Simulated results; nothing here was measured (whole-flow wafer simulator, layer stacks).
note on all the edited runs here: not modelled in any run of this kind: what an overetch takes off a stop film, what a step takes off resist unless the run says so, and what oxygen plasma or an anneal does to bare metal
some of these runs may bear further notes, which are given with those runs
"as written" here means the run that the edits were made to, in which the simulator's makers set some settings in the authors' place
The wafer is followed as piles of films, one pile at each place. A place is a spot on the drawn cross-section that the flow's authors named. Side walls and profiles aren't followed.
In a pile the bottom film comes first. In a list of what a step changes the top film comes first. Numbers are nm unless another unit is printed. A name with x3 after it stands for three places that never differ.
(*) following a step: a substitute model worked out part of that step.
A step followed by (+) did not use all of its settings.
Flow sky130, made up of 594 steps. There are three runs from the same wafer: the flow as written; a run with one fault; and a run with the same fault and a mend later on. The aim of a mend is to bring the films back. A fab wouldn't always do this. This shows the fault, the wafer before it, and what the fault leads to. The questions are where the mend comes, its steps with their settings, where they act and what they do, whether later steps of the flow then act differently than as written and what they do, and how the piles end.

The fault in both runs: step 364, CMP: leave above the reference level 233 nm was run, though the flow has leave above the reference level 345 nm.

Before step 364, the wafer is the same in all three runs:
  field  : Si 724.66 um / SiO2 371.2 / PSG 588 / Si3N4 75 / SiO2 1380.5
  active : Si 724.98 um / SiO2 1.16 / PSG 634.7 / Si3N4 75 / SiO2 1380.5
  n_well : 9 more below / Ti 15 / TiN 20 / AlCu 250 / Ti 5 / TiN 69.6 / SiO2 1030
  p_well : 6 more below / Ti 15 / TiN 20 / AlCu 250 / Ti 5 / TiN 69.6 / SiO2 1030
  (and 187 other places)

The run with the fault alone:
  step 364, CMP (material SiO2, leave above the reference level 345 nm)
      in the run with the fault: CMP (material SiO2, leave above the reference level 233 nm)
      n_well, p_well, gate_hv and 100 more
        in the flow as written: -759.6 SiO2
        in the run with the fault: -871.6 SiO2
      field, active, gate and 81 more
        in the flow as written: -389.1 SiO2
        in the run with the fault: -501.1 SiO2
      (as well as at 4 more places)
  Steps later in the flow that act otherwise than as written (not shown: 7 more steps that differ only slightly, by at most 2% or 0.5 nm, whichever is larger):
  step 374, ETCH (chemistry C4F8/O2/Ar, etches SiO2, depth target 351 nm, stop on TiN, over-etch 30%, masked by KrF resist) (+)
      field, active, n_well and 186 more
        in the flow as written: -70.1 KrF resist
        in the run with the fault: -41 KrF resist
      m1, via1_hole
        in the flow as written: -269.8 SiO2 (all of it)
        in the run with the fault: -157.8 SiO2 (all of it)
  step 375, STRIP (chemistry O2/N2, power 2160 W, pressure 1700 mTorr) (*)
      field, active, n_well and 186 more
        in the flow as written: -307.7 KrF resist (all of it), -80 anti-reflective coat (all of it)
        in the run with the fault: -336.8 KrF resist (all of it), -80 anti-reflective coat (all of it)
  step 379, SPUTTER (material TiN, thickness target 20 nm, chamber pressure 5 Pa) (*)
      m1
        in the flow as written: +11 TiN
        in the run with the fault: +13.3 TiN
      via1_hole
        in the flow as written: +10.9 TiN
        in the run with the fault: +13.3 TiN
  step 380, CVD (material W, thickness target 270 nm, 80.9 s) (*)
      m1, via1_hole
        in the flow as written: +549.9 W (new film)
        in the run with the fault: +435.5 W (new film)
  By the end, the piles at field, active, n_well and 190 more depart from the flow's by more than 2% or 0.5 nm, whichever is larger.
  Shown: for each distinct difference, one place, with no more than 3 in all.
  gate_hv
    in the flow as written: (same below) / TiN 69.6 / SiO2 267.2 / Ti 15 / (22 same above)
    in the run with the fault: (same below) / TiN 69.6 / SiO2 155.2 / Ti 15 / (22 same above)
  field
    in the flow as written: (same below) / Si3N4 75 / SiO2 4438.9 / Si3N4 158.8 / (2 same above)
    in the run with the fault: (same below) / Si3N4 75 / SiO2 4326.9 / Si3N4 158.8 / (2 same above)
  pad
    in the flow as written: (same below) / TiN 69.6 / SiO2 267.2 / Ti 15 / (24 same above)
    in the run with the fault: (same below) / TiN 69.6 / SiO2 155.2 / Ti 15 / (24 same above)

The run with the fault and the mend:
  The mend stands after step 364.
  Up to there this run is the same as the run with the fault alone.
  step 364a, HDPCVD (thickness target 112 nm) (*) (the flow's step 363 again, with other settings)
      field, active, n_well and 188 more
        +112 SiO2
  Every later step of the flow that is run acts as written, at every place that is followed, to within 2% or 0.5 nm, whichever is larger.
  By the end, the piles equal the flow's at every place that both follow.
